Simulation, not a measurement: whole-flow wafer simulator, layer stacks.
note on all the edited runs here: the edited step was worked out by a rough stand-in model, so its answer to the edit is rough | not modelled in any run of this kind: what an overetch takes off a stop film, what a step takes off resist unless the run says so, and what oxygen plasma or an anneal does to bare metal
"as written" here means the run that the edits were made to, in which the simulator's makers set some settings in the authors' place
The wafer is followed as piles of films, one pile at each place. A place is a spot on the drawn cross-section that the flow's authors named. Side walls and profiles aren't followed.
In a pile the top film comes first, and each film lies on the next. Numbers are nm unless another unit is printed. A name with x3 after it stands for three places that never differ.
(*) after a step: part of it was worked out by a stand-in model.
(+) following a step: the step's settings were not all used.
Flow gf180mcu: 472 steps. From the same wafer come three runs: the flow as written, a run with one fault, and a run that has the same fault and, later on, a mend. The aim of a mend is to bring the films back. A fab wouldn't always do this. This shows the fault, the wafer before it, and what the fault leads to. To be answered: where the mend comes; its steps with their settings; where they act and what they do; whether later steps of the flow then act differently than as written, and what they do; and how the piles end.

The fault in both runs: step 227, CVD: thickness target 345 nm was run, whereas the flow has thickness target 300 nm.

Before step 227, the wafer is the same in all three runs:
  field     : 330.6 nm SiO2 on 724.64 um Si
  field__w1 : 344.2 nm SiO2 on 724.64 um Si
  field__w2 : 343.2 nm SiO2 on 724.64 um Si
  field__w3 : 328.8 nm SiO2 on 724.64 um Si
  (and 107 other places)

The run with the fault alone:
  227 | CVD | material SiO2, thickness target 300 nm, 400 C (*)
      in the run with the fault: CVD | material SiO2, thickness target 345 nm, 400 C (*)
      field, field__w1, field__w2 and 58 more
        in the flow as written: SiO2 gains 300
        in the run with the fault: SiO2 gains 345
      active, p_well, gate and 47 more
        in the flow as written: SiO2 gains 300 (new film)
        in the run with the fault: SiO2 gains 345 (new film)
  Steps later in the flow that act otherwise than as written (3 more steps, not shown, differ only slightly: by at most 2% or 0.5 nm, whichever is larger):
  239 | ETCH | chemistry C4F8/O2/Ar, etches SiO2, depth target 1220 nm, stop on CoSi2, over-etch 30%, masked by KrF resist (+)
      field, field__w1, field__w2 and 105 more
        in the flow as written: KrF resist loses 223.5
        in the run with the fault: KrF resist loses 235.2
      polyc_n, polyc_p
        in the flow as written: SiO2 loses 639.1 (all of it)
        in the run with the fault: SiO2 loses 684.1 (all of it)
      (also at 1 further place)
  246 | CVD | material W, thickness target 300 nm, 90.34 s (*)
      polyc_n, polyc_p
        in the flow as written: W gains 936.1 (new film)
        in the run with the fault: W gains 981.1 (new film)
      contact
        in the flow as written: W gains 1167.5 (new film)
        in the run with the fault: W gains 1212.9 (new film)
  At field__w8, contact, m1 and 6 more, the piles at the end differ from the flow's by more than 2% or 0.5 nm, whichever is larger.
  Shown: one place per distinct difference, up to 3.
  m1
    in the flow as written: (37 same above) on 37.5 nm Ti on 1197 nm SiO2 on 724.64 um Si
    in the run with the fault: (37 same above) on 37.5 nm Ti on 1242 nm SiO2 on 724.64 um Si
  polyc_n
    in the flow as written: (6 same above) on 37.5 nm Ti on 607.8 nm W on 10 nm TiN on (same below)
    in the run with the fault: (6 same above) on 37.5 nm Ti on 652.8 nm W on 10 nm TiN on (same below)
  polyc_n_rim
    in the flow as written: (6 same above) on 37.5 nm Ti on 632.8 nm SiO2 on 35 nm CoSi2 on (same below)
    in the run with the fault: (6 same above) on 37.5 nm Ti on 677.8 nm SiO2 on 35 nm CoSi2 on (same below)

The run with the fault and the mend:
  After step 238 comes the mend.
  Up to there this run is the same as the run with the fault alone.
  239 | ETCH | chemistry C4F8/O2/Ar, etches SiO2, depth target 1265 nm, stop on CoSi2, over-etch 30%, masked by KrF resist (+) (the flow's step 239; as written it has depth target 1220 nm)
      field, field__w1, field__w2 and 105 more
        KrF resist loses 235.2
      polyc_n, polyc_p
        SiO2 loses 684.1 (all of it)
      contact
        SiO2 loses 904.5 (all of it)
  Steps later in the flow that act otherwise than as written (3 more steps, not shown, differ only slightly: by at most 2% or 0.5 nm, whichever is larger):
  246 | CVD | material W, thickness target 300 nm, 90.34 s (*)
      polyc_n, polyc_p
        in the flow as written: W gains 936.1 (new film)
        in the run with the mend: W gains 981.1 (new film)
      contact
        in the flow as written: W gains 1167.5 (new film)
        in the run with the mend: W gains 1212.9 (new film)
  At field__w8, contact, m1 and 6 more, the piles at the end differ from the flow's by more than 2% or 0.5 nm, whichever is larger.
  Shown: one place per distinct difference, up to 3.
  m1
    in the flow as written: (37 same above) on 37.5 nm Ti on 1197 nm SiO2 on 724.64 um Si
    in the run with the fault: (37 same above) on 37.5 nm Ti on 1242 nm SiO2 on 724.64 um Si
    in the run with the mend: (37 same above) on 37.5 nm Ti on 1242 nm SiO2 on 724.64 um Si
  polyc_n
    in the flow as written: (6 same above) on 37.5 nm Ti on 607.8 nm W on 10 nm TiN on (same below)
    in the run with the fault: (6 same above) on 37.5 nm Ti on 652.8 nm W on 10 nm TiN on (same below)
    in the run with the mend: (6 same above) on 37.5 nm Ti on 652.8 nm W on 10 nm TiN on (same below)
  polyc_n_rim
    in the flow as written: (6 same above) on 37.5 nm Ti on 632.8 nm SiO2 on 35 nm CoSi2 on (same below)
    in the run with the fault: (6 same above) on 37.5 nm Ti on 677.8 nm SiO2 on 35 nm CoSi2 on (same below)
    in the run with the mend: (6 same above) on 37.5 nm Ti on 677.8 nm SiO2 on 35 nm CoSi2 on (same below)
